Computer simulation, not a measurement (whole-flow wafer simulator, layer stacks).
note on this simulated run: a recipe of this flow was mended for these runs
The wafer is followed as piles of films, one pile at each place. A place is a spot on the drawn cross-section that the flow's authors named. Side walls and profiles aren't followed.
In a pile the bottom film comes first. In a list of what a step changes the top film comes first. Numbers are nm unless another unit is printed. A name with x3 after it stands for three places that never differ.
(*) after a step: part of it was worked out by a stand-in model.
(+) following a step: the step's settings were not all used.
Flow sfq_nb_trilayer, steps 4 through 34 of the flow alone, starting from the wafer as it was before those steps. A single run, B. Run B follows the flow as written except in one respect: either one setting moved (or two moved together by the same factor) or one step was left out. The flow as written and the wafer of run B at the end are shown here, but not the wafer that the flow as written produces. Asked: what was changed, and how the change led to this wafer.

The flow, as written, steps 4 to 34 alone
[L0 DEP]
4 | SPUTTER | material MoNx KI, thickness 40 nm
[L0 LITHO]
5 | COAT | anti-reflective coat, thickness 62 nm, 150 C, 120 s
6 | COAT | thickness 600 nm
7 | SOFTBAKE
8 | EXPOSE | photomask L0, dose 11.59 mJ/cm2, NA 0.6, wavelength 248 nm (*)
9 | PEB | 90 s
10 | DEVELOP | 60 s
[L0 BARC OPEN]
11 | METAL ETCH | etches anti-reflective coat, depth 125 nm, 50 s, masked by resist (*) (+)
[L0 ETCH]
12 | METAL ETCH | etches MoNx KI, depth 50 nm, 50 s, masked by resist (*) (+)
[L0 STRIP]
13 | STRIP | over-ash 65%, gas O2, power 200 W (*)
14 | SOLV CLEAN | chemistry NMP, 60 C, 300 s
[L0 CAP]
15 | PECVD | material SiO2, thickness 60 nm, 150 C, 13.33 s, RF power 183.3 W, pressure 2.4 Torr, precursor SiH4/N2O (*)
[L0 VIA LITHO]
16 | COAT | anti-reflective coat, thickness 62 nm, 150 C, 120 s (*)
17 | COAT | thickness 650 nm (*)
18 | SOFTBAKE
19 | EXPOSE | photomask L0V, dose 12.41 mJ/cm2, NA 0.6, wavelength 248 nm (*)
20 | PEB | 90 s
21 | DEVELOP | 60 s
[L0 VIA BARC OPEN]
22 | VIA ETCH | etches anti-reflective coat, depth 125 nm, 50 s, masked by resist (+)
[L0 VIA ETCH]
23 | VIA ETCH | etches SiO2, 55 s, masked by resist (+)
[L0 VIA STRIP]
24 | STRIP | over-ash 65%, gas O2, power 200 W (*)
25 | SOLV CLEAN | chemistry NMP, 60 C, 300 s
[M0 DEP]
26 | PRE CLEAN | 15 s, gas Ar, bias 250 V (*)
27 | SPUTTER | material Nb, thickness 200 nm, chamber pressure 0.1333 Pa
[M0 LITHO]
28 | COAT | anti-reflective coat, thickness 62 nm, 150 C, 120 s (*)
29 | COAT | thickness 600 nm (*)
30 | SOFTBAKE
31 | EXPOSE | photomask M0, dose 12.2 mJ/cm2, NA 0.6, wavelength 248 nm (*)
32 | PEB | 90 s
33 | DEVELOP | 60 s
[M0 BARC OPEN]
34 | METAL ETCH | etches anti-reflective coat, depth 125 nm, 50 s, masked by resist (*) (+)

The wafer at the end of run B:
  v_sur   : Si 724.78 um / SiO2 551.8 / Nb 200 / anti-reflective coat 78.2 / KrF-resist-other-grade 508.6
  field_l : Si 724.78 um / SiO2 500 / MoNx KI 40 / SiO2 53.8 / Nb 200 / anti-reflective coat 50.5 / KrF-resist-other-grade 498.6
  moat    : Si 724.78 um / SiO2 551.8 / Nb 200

What caused this: step 26, PRE CLEAN: 18.6 s was run, though the flow has 15 s.

The path from the change to this, step by step:
  26 | PRE CLEAN | 15 s, gas Ar, bias 250 V (*)
      field_l, v_sur, via_wl and 102 more: -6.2 SiO2 (as written it would have been: -5 SiO2)
      l0v: -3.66 MoNx KI (as written it would have been: -2.91 MoNx KI)
